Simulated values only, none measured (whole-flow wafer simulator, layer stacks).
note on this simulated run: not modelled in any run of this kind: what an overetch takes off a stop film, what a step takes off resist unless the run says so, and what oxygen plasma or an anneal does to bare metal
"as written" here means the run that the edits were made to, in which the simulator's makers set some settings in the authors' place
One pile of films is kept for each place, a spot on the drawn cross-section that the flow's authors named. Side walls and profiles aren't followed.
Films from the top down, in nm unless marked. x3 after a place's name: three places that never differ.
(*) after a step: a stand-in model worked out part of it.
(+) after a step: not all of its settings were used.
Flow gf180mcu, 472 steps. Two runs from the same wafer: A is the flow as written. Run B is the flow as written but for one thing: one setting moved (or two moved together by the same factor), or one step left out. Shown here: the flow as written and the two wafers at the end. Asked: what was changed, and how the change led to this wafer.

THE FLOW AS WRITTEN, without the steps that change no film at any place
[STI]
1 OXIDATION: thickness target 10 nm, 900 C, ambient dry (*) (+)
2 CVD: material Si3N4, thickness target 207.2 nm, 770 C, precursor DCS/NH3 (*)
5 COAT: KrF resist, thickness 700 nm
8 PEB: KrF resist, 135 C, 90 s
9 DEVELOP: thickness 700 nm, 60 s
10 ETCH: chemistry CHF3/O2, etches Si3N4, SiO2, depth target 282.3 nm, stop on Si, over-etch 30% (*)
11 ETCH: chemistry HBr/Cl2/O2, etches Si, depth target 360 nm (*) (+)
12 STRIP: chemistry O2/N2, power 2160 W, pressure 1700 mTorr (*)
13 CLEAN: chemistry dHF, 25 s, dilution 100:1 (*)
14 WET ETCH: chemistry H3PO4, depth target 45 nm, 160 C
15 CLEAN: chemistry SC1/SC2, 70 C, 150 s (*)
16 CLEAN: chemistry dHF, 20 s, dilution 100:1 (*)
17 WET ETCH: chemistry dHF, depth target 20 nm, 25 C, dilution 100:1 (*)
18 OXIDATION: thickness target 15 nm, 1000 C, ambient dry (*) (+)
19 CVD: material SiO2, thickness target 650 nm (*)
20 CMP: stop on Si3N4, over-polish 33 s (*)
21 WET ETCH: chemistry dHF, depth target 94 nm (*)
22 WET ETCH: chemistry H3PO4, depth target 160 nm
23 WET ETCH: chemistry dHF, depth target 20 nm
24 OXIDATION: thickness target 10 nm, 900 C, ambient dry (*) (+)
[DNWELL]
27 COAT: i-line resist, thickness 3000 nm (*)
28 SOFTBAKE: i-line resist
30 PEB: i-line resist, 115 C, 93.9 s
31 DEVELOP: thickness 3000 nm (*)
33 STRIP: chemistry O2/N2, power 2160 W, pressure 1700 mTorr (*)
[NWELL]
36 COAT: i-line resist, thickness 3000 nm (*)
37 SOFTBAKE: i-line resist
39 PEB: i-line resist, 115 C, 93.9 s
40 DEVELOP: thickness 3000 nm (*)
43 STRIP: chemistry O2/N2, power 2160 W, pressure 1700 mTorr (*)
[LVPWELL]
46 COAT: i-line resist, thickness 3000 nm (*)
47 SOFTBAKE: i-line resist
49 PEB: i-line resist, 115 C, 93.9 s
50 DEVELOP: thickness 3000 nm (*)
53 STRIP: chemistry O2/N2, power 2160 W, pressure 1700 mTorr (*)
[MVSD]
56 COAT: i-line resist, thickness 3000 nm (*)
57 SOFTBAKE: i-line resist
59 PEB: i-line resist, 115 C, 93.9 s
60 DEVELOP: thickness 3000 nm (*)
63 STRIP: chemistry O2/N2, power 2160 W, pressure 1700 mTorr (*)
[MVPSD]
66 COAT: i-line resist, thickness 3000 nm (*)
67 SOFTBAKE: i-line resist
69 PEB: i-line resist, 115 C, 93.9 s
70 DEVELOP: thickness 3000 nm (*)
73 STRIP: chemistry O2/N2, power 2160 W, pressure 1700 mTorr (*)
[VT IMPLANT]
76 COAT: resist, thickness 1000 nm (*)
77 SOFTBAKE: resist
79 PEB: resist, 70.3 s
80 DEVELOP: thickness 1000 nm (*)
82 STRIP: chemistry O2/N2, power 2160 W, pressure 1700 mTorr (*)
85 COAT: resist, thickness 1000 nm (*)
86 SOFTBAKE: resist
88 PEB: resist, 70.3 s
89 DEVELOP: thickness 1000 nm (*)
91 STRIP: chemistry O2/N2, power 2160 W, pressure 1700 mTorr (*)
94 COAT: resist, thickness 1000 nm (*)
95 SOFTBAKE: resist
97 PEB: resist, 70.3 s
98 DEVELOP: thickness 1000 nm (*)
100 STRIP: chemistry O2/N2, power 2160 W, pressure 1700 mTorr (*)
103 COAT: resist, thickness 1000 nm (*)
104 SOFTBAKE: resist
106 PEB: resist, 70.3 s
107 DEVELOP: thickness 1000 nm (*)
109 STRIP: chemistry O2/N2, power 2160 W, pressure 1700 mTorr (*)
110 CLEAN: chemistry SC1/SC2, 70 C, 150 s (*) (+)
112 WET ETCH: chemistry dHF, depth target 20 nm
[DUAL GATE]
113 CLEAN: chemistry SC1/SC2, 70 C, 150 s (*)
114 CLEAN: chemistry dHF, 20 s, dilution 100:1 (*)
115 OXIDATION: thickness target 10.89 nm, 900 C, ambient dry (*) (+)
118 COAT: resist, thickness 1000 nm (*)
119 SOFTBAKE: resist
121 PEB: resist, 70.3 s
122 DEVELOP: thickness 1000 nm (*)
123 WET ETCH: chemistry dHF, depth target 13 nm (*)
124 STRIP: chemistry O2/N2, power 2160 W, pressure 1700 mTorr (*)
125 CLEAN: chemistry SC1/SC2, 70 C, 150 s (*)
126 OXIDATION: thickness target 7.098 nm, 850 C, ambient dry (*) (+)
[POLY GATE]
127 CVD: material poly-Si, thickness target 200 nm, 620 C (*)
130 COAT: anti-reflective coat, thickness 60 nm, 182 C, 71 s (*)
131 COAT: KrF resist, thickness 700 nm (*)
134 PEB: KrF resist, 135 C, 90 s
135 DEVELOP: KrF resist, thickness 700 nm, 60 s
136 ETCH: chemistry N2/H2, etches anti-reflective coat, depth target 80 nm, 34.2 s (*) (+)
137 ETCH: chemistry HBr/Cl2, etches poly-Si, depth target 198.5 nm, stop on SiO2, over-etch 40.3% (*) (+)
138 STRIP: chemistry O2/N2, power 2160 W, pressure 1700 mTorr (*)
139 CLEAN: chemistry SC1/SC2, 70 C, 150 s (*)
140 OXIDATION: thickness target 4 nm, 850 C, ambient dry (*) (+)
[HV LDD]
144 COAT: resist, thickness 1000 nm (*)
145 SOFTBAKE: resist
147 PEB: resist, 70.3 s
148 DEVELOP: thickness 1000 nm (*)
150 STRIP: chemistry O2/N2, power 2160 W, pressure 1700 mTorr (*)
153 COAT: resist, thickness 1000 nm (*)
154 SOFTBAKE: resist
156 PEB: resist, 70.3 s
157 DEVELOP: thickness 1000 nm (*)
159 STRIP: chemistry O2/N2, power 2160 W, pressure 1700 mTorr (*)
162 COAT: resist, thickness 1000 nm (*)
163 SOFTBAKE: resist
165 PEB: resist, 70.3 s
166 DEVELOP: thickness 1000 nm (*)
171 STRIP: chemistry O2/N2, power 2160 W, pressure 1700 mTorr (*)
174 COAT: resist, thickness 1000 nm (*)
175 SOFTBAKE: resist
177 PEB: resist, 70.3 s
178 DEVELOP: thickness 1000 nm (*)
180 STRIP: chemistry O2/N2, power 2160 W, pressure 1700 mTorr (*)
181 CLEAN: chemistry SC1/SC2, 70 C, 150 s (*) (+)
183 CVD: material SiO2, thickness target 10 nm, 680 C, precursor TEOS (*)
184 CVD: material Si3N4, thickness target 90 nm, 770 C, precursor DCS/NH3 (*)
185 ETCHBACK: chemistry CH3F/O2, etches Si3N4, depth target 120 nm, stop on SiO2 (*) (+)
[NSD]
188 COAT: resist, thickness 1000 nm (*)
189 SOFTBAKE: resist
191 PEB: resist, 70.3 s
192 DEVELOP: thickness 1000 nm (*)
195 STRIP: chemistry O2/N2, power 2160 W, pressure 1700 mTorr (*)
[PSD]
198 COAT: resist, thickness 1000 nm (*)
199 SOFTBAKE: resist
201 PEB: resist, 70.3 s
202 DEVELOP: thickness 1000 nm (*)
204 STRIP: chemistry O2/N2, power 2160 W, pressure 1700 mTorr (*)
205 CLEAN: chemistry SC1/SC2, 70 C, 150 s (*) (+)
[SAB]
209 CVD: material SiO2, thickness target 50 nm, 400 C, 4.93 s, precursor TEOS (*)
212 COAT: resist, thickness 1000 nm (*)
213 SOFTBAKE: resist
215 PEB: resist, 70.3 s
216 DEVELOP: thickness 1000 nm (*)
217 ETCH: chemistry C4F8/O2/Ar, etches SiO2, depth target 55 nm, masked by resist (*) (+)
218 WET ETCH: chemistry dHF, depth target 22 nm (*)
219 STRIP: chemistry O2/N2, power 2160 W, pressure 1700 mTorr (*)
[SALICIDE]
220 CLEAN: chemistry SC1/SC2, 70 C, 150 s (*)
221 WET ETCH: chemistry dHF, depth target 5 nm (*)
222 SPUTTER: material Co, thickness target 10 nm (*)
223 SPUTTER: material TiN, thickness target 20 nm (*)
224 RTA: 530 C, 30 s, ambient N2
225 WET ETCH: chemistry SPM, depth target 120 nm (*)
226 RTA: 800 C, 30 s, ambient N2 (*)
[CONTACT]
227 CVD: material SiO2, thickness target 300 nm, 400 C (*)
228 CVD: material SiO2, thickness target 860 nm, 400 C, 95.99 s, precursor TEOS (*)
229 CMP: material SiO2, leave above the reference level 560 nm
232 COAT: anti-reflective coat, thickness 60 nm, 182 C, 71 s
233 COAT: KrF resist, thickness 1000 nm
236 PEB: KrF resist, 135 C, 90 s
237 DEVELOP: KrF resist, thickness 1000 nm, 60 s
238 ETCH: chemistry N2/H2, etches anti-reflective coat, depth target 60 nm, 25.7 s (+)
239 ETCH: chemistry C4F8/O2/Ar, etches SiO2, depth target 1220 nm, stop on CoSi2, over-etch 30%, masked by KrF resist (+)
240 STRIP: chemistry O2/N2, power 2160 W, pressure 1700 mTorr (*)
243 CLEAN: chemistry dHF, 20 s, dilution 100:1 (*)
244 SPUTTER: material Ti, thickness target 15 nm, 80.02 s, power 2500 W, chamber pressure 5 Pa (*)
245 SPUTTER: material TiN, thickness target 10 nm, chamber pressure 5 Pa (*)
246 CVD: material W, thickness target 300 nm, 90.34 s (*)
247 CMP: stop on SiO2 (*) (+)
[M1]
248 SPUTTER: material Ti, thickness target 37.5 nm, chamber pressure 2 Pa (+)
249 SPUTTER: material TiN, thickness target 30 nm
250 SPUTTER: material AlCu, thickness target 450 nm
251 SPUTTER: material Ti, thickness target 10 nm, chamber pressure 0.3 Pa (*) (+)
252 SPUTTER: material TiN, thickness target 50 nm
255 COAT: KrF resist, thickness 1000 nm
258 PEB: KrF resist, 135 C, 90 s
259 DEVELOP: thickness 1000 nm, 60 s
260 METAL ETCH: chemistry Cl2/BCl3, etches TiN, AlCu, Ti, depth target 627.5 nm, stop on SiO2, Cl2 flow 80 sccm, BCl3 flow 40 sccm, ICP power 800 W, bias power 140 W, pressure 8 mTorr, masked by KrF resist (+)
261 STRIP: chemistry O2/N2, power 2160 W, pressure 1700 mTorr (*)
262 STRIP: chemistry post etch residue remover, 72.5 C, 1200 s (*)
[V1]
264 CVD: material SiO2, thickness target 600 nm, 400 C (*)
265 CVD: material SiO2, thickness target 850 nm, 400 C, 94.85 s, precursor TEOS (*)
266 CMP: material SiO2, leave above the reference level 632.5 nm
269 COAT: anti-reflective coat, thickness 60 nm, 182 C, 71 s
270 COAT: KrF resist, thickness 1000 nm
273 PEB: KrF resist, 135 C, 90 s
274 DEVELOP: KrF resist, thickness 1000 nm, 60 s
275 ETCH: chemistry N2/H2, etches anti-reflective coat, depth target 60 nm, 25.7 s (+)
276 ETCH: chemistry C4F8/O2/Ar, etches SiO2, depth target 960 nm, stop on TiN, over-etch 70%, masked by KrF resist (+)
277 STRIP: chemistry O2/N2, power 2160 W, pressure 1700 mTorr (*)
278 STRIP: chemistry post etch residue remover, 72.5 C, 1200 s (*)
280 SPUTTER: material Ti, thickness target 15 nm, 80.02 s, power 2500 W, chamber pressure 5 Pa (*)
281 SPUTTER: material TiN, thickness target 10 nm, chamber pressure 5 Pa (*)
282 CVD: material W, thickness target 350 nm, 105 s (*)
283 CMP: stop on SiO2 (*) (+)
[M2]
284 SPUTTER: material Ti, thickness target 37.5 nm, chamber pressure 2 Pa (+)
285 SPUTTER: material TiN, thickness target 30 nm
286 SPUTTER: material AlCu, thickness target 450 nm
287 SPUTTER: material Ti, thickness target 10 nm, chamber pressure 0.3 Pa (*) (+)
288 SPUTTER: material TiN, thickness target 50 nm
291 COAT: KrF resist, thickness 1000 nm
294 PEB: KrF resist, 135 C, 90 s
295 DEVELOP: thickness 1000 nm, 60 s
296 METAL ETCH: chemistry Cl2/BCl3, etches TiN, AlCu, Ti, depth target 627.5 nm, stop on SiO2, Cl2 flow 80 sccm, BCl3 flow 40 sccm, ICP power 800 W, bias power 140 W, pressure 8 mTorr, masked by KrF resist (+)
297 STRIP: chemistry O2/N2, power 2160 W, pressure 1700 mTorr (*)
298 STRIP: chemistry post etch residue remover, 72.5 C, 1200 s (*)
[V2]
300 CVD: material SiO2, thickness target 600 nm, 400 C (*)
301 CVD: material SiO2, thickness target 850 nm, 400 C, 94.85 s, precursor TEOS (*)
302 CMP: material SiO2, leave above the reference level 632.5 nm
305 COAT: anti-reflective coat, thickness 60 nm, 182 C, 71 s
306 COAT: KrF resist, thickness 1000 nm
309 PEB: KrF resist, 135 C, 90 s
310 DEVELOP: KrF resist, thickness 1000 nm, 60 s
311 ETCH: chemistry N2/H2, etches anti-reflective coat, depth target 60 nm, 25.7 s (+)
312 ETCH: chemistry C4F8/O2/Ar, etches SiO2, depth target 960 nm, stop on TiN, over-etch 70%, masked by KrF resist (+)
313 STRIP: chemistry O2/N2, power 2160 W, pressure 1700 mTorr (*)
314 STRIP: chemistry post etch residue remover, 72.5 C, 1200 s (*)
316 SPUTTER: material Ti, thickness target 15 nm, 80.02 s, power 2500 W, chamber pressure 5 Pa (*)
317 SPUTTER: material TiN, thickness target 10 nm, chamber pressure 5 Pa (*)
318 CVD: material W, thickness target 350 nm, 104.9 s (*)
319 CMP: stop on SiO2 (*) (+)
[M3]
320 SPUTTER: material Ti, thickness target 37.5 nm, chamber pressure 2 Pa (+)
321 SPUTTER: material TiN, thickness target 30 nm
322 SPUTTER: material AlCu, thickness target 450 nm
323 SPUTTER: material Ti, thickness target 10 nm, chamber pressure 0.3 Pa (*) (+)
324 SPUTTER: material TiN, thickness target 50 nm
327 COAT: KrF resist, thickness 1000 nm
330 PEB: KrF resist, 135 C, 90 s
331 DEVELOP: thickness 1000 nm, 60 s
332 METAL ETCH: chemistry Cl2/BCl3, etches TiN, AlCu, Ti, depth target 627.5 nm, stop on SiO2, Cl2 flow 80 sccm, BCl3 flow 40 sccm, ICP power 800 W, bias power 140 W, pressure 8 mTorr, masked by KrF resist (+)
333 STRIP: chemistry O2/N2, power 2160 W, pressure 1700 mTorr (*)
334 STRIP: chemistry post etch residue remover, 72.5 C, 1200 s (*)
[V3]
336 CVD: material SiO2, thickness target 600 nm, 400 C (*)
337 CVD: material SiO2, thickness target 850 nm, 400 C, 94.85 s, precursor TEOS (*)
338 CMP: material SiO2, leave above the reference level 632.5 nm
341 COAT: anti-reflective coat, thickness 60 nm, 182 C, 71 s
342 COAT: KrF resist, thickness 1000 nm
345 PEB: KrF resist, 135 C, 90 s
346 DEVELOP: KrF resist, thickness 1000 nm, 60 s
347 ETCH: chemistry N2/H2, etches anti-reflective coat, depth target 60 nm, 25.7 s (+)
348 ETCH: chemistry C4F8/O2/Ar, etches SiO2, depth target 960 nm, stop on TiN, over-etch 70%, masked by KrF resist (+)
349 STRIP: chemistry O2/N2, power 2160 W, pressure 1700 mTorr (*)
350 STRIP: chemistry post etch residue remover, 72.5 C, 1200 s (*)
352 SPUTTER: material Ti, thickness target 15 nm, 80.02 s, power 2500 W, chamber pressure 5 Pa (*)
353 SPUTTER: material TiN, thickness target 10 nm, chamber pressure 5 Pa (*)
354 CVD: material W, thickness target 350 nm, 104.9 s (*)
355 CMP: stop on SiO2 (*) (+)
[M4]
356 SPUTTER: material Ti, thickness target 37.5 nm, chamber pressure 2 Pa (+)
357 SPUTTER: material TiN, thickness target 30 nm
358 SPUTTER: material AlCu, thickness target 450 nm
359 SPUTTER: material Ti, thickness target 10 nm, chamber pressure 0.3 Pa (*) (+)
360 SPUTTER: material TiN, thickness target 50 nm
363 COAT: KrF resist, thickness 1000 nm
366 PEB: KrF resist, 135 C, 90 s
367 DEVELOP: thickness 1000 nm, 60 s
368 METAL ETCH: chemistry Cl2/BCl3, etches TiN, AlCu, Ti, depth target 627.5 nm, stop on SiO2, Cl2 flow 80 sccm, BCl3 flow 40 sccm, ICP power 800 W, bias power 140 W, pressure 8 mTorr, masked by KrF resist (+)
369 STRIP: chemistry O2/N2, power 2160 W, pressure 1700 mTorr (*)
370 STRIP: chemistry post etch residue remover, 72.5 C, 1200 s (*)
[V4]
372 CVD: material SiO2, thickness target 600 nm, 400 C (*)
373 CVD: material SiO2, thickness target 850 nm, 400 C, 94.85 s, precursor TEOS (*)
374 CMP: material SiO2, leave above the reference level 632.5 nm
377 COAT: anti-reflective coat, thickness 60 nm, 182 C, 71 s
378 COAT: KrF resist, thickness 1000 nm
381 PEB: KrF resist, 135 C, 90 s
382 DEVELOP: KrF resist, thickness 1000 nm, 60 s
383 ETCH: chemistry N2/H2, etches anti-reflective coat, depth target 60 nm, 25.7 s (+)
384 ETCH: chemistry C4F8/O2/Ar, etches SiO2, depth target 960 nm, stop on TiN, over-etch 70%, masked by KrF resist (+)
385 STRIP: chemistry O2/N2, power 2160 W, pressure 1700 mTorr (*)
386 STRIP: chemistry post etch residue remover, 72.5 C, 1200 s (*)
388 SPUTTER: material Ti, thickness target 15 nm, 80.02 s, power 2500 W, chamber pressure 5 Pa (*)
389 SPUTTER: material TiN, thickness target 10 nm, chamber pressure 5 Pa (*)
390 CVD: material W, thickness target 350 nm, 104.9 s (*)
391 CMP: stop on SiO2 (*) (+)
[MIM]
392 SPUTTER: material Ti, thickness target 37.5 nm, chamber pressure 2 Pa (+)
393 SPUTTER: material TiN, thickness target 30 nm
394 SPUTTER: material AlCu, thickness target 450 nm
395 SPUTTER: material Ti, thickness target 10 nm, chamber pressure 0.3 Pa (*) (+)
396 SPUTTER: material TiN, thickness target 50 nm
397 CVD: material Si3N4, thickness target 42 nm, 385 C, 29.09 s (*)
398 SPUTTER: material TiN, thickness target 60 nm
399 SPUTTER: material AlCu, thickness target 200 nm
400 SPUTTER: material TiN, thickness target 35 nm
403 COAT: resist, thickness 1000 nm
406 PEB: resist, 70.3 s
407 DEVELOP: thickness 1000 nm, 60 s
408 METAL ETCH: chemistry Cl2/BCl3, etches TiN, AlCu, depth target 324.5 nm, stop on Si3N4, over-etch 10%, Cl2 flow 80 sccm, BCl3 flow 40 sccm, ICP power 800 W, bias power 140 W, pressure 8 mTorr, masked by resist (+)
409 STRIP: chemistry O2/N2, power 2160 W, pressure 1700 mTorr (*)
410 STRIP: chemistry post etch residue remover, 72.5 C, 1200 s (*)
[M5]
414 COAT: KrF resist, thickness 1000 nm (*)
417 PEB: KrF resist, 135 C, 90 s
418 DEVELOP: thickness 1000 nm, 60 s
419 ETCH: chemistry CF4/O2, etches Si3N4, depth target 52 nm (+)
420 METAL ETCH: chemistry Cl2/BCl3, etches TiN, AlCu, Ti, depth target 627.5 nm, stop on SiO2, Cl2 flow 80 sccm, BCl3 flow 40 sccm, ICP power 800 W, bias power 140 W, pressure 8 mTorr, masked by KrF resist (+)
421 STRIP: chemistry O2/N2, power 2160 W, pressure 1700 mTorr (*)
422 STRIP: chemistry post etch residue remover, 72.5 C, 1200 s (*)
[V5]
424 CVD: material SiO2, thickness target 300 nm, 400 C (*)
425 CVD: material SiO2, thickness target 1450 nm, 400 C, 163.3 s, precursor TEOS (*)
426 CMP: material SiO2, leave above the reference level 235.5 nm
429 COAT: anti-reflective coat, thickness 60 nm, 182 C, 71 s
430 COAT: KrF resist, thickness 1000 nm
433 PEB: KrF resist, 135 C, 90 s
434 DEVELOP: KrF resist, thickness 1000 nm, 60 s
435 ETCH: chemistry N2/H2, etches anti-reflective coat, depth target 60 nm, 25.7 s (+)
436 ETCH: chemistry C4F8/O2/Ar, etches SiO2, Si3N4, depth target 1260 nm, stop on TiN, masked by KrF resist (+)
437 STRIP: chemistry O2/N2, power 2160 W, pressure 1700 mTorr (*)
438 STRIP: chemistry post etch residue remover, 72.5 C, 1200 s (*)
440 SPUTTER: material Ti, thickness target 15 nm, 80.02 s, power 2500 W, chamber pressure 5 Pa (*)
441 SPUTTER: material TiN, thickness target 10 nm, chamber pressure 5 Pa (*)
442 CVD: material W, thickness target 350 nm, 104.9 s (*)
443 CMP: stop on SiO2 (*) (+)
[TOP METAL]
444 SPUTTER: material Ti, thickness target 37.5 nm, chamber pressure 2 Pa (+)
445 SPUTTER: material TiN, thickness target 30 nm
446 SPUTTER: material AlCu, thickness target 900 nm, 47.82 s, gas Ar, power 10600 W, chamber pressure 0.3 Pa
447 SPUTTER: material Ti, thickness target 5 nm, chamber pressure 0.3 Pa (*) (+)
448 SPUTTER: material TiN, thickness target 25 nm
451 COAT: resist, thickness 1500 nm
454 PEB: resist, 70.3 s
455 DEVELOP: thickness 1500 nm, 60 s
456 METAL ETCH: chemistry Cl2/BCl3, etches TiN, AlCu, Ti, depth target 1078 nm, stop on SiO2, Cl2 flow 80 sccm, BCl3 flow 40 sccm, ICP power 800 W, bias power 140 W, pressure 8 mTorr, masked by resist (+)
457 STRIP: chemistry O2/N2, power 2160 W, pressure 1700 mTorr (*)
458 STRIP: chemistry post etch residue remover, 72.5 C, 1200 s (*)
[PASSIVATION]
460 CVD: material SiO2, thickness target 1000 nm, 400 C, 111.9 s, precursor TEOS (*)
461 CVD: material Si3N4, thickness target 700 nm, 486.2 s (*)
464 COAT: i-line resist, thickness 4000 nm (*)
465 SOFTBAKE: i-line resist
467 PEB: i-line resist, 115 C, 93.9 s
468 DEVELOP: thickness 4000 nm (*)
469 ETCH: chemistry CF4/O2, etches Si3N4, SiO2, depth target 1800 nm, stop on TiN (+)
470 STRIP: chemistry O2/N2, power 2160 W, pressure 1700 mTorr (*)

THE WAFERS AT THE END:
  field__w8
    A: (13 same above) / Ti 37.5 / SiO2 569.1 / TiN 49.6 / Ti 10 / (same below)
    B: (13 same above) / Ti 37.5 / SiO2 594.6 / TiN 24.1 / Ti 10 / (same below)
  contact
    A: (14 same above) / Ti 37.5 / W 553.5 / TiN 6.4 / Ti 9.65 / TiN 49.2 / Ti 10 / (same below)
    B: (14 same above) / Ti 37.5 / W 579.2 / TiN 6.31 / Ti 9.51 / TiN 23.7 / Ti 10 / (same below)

The cause: step 360, SPUTTER: thickness target 24.5 nm was run, where the flow has thickness target 50 nm.

How the change led to this, step by step:
  360 SPUTTER: material TiN, thickness target 50 nm
      field, field__w1, field__w2 and 108 more: A TiN +50 (new film) | B TiN +24.5 (new film)
  368 METAL ETCH: chemistry Cl2/BCl3, etches TiN, AlCu, Ti, depth target 627.5 nm, stop on SiO2, Cl2 flow 80 sccm, BCl3 flow 40 sccm, ICP power 800 W, bias power 140 W, pressure 8 mTorr, masked by KrF resist (+)
      field, field__w1, field__w2 and 103 more: A TiN -50 (all of it), Ti -10 (all of it), AlCu -450 (all of it), TiN -30 (all of it), Ti -37.5 (all of it) | B TiN -24.5 (all of it), Ti -10 (all of it), AlCu -450 (all of it), TiN -30 (all of it), Ti -37.5 (all of it)
  374 CMP: material SiO2, leave above the reference level 632.5 nm
      field__w8, contact, m1, m1__w1, m1_nw: A SiO2 -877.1 | B SiO2 -851.6
  384 ETCH: chemistry C4F8/O2/Ar, etches SiO2, depth target 960 nm, stop on TiN, over-etch 70%, masked by KrF resist (+)
      contact: A SiO2 -572.5 (all of it) | B SiO2 -598 (all of it)
  390 CVD: material W, thickness target 350 nm, 104.9 s (*)
      contact: A W +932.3 (new film) | B W +958 (new film)
